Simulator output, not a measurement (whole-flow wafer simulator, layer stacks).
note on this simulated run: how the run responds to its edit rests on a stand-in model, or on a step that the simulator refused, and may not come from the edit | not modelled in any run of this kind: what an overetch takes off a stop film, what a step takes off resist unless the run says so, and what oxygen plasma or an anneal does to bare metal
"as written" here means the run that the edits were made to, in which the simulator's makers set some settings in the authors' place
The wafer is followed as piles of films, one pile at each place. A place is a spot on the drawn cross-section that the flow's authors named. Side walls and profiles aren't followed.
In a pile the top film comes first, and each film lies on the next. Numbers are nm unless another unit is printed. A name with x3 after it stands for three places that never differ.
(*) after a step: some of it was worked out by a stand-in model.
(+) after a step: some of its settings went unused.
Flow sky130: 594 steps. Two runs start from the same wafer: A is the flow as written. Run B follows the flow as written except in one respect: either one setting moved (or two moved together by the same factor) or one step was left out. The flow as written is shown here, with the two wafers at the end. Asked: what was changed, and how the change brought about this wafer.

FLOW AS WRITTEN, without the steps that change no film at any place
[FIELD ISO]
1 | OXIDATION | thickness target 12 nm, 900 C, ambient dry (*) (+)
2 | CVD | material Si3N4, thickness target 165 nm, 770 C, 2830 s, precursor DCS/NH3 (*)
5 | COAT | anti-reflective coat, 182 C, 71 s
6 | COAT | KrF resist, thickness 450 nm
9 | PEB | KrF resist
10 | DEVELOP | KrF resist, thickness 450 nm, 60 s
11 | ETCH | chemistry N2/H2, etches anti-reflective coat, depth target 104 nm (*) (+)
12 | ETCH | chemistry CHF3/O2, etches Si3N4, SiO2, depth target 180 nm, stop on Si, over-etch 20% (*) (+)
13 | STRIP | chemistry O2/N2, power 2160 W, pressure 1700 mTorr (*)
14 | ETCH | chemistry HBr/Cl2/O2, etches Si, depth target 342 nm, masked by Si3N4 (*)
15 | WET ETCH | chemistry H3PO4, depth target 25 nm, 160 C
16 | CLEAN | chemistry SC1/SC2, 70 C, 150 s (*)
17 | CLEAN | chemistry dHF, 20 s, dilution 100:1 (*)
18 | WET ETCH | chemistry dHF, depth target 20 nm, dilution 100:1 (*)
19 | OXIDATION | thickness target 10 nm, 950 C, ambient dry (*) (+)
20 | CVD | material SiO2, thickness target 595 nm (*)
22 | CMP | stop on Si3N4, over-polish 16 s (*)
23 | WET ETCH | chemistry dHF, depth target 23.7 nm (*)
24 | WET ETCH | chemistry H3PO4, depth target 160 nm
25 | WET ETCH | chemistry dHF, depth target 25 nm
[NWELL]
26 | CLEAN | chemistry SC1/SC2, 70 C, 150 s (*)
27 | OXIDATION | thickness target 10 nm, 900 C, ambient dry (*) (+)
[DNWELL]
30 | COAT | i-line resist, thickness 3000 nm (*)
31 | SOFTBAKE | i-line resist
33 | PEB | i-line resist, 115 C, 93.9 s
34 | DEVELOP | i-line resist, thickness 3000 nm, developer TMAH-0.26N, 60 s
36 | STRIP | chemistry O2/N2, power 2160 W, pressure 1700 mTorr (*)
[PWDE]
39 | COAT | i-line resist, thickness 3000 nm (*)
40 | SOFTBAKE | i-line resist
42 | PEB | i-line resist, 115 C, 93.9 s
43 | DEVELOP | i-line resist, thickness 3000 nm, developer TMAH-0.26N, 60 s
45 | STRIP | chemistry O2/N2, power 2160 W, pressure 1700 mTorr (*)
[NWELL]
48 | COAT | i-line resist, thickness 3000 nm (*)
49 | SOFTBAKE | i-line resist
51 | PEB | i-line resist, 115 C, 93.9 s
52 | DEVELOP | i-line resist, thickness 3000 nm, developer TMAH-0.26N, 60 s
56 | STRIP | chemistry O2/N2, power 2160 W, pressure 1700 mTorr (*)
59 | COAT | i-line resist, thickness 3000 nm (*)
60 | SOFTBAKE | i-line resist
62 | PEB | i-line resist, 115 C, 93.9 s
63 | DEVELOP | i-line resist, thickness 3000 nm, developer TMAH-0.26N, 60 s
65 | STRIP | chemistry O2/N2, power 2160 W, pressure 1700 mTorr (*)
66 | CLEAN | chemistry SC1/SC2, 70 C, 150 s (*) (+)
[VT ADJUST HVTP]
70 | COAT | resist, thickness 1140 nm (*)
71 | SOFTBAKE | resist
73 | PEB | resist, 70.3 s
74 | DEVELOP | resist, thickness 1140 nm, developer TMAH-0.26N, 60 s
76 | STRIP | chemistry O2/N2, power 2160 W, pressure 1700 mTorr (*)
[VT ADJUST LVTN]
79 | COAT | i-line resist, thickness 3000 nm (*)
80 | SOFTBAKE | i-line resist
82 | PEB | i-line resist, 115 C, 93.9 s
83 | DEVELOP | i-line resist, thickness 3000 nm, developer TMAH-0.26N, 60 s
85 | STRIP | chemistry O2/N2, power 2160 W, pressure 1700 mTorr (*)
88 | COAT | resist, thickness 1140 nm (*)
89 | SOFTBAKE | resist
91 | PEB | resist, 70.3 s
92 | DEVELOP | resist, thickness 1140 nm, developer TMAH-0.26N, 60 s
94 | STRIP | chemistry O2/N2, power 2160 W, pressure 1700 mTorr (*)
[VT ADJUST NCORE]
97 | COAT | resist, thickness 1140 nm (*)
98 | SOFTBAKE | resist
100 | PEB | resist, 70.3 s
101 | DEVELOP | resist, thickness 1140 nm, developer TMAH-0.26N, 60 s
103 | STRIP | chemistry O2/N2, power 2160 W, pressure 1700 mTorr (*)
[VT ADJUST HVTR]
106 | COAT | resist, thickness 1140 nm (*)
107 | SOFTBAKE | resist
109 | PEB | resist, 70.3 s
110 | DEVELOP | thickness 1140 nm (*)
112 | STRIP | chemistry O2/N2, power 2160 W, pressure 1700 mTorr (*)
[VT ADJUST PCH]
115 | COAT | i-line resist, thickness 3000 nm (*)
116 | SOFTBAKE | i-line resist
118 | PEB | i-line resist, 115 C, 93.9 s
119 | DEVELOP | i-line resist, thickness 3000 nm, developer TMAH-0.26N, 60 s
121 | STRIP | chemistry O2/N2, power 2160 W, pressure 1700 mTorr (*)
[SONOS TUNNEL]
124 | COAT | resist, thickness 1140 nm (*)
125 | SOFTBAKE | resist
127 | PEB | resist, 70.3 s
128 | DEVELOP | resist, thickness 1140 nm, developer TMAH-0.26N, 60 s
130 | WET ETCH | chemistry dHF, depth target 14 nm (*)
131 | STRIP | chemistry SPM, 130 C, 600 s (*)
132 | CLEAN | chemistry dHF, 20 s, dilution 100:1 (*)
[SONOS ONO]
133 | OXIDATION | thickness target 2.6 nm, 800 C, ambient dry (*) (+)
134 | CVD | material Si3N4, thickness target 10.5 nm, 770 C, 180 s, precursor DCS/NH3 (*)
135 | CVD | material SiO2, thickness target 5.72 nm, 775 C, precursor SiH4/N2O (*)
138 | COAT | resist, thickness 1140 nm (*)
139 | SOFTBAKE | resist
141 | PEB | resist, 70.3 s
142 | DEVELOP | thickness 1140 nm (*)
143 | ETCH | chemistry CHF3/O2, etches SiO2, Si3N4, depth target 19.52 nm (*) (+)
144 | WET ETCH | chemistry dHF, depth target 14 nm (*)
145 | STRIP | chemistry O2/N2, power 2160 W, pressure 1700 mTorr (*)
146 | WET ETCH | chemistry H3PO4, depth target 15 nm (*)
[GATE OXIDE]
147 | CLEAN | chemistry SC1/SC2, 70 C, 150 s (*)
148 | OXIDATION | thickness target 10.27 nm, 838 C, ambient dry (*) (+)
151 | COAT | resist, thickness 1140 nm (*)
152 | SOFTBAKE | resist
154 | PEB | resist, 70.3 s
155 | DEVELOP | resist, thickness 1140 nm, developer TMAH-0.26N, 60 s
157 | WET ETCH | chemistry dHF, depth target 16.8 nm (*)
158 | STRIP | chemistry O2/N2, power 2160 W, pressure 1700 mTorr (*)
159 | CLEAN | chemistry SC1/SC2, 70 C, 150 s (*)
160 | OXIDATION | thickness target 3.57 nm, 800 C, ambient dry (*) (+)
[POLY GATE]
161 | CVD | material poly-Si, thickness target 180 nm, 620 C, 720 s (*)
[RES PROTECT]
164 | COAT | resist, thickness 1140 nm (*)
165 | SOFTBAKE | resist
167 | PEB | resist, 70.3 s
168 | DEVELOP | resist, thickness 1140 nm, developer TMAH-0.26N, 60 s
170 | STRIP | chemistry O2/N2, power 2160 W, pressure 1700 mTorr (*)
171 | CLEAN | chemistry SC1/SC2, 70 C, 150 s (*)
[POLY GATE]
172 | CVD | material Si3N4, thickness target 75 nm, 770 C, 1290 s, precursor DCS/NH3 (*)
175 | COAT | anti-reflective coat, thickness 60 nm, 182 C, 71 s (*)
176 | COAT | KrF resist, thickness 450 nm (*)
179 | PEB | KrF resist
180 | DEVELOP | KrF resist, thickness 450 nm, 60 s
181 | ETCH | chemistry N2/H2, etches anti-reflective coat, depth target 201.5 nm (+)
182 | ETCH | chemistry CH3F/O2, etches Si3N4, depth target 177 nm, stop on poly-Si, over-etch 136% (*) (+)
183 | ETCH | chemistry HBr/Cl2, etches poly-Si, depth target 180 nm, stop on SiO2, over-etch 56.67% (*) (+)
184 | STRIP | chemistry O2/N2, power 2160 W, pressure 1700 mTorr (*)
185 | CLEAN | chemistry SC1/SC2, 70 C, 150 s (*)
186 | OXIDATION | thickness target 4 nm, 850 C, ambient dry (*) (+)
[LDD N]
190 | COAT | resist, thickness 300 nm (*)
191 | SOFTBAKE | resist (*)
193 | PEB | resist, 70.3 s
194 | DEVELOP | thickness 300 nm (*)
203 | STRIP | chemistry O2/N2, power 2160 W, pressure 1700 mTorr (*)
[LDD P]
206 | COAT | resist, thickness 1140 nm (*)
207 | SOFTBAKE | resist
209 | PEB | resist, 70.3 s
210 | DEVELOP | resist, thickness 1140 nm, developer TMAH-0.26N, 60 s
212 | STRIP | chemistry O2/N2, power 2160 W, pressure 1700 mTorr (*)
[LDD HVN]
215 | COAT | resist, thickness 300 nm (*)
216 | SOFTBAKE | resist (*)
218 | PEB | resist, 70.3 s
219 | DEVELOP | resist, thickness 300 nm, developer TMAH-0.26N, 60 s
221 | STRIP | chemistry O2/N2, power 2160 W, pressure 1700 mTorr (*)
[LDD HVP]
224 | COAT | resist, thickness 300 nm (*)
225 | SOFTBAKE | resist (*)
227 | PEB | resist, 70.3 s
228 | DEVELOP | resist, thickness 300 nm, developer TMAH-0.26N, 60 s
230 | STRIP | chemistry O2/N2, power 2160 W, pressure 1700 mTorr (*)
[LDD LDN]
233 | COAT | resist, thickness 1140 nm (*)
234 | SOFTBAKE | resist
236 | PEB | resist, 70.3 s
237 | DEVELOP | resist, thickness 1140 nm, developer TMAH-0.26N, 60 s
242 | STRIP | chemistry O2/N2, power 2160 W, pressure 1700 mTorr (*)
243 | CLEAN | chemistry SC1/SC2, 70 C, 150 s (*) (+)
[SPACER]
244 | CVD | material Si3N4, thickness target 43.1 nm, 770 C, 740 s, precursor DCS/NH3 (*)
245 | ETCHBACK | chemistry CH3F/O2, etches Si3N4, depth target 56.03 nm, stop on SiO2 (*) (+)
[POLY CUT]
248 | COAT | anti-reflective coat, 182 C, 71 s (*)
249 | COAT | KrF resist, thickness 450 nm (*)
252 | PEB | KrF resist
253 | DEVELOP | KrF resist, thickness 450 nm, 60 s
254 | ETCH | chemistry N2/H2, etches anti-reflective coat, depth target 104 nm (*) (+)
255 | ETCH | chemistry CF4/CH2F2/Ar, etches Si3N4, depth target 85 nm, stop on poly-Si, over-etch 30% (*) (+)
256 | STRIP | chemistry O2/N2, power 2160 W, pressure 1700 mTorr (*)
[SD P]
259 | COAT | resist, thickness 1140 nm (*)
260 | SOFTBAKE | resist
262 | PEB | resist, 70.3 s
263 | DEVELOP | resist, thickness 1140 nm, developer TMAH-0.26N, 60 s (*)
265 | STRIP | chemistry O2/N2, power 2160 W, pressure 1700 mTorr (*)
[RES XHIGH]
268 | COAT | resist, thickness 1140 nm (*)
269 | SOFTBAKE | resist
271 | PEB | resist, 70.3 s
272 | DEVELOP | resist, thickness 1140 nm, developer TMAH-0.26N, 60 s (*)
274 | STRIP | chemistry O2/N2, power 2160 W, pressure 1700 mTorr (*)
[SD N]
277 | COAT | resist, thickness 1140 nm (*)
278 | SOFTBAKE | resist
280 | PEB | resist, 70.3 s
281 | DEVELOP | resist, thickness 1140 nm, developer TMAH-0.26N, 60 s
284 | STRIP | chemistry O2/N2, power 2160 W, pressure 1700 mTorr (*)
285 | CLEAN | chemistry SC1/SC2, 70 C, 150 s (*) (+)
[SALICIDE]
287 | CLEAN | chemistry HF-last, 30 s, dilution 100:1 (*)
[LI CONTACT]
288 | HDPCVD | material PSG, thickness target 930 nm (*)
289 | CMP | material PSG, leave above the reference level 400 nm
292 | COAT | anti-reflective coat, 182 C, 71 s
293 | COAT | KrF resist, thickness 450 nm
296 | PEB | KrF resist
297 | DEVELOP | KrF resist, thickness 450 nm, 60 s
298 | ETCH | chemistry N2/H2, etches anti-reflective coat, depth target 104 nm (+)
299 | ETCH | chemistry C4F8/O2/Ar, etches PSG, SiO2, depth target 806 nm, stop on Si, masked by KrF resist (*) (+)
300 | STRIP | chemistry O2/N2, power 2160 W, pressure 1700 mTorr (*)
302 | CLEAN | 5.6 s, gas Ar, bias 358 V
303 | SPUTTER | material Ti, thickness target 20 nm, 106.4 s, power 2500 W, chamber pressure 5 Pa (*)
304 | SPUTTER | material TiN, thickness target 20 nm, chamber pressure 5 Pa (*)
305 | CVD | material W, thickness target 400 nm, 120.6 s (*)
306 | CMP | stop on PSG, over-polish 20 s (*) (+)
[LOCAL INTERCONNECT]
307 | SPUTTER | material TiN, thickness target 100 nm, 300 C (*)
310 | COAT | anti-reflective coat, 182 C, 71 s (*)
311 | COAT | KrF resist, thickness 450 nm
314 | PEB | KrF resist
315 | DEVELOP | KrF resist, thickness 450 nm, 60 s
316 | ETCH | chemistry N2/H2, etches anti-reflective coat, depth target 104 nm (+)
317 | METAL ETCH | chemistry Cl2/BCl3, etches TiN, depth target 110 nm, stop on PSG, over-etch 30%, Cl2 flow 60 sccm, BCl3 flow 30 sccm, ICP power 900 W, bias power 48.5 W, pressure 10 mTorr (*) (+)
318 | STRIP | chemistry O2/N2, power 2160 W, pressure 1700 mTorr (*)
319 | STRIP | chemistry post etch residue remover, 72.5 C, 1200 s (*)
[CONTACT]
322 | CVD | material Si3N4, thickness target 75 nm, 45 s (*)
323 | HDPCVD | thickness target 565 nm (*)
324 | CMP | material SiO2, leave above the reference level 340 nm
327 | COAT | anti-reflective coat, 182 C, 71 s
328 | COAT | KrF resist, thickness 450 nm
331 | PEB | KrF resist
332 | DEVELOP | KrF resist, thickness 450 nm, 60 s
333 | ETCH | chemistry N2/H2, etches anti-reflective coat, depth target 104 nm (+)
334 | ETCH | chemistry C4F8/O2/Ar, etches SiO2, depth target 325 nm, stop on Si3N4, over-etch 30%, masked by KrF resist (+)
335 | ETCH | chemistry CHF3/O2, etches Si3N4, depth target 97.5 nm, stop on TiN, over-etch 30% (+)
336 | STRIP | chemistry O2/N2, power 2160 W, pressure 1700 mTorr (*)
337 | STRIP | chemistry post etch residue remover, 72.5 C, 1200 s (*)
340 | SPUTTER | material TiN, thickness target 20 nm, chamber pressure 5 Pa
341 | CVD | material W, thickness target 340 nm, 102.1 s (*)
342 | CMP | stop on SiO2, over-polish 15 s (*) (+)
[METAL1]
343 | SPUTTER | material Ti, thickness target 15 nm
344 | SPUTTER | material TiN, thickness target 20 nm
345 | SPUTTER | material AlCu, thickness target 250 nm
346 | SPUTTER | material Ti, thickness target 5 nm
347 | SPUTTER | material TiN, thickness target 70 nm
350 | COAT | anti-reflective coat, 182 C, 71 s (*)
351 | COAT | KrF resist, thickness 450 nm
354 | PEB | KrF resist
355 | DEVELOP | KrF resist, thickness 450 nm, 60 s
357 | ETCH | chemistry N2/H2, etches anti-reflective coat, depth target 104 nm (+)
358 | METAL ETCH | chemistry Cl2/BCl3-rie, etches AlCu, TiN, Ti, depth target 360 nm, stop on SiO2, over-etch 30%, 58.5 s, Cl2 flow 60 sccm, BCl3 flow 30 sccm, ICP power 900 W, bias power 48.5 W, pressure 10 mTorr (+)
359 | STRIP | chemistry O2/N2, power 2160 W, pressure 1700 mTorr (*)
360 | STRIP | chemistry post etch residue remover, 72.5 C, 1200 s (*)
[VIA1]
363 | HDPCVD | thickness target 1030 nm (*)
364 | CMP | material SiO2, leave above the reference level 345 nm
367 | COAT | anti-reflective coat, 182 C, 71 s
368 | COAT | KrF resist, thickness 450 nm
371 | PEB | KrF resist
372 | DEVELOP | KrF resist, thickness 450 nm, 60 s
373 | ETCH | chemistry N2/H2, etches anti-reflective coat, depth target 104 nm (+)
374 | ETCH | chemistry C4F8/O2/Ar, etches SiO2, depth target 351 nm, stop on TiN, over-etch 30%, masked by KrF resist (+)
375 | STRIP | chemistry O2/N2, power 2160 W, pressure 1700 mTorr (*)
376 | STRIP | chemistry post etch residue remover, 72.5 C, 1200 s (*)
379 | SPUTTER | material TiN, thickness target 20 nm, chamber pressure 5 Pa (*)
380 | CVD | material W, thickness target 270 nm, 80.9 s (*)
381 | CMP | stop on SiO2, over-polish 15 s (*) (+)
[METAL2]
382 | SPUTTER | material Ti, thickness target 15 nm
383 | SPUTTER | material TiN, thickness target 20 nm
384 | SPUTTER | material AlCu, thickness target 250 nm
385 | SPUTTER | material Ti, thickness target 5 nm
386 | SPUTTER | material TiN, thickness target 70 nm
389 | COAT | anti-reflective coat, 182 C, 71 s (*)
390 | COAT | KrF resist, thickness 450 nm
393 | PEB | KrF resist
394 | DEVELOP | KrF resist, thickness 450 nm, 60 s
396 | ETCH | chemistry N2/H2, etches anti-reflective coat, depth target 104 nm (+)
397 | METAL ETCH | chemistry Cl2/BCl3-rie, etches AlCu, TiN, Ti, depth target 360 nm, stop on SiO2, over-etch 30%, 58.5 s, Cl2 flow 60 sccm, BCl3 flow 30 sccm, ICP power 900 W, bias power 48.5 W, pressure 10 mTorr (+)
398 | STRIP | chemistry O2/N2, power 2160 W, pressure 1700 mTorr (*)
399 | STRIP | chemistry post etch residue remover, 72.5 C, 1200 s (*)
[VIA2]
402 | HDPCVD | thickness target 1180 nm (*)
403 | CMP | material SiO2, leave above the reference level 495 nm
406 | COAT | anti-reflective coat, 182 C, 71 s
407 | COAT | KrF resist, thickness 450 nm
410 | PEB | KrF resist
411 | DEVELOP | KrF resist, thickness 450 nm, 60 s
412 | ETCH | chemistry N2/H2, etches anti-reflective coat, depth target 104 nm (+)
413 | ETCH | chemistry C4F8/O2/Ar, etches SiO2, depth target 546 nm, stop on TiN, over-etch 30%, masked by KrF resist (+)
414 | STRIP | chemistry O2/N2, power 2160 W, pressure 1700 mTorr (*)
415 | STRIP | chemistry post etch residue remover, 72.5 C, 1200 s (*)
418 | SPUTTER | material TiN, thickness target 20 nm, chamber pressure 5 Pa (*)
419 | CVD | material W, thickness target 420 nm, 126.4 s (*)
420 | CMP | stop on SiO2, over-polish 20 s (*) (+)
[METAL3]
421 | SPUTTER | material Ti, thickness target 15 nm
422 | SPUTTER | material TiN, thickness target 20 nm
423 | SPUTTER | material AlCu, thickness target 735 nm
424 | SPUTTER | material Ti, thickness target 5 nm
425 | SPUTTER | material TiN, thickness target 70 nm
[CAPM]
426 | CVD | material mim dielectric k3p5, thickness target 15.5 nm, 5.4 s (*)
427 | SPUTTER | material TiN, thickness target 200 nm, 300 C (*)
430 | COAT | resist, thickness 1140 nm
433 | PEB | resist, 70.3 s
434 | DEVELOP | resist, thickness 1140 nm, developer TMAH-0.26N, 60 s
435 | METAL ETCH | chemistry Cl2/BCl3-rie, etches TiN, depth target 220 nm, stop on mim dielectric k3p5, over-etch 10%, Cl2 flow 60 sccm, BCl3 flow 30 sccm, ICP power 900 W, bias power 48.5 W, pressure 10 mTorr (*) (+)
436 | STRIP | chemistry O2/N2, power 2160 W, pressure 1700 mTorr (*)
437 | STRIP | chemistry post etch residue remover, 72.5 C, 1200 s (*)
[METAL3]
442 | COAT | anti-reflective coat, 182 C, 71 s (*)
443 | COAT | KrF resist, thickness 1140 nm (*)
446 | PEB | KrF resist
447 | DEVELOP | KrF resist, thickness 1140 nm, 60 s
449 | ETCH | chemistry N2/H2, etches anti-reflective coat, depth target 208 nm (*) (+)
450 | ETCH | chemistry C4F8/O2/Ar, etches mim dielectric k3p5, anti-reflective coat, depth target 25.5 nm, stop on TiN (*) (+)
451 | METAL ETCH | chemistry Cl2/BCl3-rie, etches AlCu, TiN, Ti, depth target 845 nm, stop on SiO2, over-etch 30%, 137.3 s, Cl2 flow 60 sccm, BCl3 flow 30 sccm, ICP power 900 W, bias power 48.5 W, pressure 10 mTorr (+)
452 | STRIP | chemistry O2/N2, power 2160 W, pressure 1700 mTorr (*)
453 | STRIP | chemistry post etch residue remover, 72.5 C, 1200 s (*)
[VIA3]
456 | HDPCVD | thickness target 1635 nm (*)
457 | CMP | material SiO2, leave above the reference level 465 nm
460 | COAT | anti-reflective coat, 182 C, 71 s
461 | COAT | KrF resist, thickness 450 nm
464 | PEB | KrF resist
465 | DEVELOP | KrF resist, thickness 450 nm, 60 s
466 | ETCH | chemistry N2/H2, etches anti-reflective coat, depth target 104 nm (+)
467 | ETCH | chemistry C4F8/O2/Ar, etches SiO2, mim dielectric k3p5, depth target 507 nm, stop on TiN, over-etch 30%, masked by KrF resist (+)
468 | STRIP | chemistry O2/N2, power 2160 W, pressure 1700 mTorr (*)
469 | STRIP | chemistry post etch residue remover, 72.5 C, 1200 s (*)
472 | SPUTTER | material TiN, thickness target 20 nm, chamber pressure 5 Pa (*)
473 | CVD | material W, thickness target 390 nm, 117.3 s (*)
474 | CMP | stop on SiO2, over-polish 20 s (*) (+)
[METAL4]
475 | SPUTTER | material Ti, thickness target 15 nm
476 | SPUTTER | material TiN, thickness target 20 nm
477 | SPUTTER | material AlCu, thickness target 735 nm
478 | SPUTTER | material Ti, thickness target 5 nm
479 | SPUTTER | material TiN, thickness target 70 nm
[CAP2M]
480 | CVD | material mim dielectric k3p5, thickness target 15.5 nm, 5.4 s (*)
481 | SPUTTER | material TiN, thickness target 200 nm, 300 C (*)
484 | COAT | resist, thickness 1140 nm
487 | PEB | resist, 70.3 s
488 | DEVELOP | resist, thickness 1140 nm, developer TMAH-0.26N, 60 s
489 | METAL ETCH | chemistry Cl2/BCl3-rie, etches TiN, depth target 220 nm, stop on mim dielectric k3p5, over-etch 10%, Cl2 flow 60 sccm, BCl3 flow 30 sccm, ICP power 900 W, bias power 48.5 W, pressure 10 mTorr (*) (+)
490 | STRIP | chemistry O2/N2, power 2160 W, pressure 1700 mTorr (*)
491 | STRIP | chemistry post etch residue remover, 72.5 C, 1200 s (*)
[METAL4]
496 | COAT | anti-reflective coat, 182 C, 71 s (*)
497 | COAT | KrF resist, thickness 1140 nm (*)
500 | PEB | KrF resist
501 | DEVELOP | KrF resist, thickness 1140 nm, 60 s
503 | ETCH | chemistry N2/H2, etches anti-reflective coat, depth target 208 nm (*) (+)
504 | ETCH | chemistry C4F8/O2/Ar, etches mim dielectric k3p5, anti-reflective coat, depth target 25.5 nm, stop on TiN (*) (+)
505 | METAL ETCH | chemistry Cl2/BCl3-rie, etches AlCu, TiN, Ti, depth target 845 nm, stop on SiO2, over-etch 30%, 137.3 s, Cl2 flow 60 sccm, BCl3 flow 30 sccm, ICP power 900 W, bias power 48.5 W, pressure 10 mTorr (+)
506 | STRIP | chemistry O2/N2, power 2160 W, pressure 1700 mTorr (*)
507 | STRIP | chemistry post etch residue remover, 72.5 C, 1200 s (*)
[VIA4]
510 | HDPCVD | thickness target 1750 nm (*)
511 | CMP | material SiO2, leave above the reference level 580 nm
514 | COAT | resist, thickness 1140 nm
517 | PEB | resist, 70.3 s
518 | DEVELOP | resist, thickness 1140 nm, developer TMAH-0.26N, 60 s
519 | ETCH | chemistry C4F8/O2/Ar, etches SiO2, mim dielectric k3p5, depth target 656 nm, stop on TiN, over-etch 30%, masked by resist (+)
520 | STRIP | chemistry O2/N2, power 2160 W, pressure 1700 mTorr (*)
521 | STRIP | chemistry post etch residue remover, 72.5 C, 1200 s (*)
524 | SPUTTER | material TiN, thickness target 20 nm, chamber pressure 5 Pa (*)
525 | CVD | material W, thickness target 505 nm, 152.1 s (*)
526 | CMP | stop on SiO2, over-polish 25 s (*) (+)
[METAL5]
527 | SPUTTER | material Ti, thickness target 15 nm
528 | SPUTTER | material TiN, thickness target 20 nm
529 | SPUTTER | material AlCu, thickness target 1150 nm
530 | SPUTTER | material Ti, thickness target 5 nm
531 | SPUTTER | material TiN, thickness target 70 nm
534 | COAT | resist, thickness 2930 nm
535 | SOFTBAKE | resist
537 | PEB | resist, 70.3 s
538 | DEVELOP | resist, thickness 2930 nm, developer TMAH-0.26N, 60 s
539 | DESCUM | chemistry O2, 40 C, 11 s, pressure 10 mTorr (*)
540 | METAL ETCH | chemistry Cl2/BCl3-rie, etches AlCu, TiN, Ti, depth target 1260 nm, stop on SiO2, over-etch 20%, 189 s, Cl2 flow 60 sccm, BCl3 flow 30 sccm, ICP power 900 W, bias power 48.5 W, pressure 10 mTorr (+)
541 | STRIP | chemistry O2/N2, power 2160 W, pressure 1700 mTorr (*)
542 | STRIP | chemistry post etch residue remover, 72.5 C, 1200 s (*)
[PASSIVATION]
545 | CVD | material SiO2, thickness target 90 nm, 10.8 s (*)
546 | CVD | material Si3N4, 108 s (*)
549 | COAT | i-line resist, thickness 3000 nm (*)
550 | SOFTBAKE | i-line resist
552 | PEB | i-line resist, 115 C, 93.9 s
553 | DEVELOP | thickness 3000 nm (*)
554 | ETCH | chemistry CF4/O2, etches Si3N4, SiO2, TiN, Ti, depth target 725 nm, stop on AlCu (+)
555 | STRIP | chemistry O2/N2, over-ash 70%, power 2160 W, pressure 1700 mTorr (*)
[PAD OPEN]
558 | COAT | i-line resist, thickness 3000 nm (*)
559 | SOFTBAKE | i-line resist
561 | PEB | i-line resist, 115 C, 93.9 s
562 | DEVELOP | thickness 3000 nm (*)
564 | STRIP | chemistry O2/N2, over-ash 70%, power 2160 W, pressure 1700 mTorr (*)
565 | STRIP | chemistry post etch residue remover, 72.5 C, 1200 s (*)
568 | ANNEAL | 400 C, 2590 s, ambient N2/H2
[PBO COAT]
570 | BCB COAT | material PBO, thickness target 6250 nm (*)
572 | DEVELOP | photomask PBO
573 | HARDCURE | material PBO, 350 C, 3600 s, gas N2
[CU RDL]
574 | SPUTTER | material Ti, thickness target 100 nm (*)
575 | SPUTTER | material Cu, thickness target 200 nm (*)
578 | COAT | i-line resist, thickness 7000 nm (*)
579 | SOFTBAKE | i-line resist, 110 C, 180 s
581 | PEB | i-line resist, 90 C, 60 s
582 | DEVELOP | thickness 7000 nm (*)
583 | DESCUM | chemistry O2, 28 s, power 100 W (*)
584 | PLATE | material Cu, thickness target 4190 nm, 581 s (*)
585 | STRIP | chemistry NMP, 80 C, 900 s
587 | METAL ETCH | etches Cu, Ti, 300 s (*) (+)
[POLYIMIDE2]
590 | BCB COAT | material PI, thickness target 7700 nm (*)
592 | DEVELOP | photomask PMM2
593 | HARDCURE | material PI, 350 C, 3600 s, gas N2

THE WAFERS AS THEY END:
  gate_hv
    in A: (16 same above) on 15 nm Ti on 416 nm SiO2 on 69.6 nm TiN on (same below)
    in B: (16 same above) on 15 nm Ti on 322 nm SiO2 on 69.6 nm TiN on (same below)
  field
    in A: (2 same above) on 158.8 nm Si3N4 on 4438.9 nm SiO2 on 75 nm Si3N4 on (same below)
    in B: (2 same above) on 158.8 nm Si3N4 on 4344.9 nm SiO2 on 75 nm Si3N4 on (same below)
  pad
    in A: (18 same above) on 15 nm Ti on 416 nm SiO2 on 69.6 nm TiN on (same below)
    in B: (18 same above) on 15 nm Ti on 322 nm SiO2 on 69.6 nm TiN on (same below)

What caused this: step 403, CMP: leave above the reference level 401 nm was run, whereas the flow has leave above the reference level 495 nm.

The path from the change to this, step by step:
  403 | CMP | material SiO2, leave above the reference level 495 nm
      n_well, p_well, gate_hv and 101 more: A SiO2 loses 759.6 | B SiO2 loses 853.6
      field, active, gate and 82 more: A SiO2 loses 389.1 | B SiO2 loses 483.1
      (and at 2 other places as well)
  413 | ETCH | chemistry C4F8/O2/Ar, etches SiO2, depth target 546 nm, stop on TiN, over-etch 30%, masked by KrF resist (+)
      field, active, n_well and 186 more: A KrF resist loses 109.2 | B KrF resist loses 84.8
      m1: A SiO2 loses 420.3 (all of it) | B SiO2 loses 326.3 (all of it)
      (and at 1 other place as well)
  414 | STRIP | chemistry O2/N2, power 2160 W, pressure 1700 mTorr (*)
      field, active, n_well and 186 more: A KrF resist loses 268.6 (all of it), anti-reflective coat loses 80 (all of it) | B KrF resist loses 293 (all of it), anti-reflective coat loses 80 (all of it)
  418 | SPUTTER | material TiN, thickness target 20 nm, chamber pressure 5 Pa (*)
      m1, via2_hole: A TiN gains 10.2 | B TiN gains 11.5
  419 | CVD | material W, thickness target 420 nm, 126.4 s (*)
      m1: A W gains 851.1 (new film) | B W gains 755.8 (new film)
      via2_hole: A W gains 850.7 (new film) | B W gains 755.4 (new film)
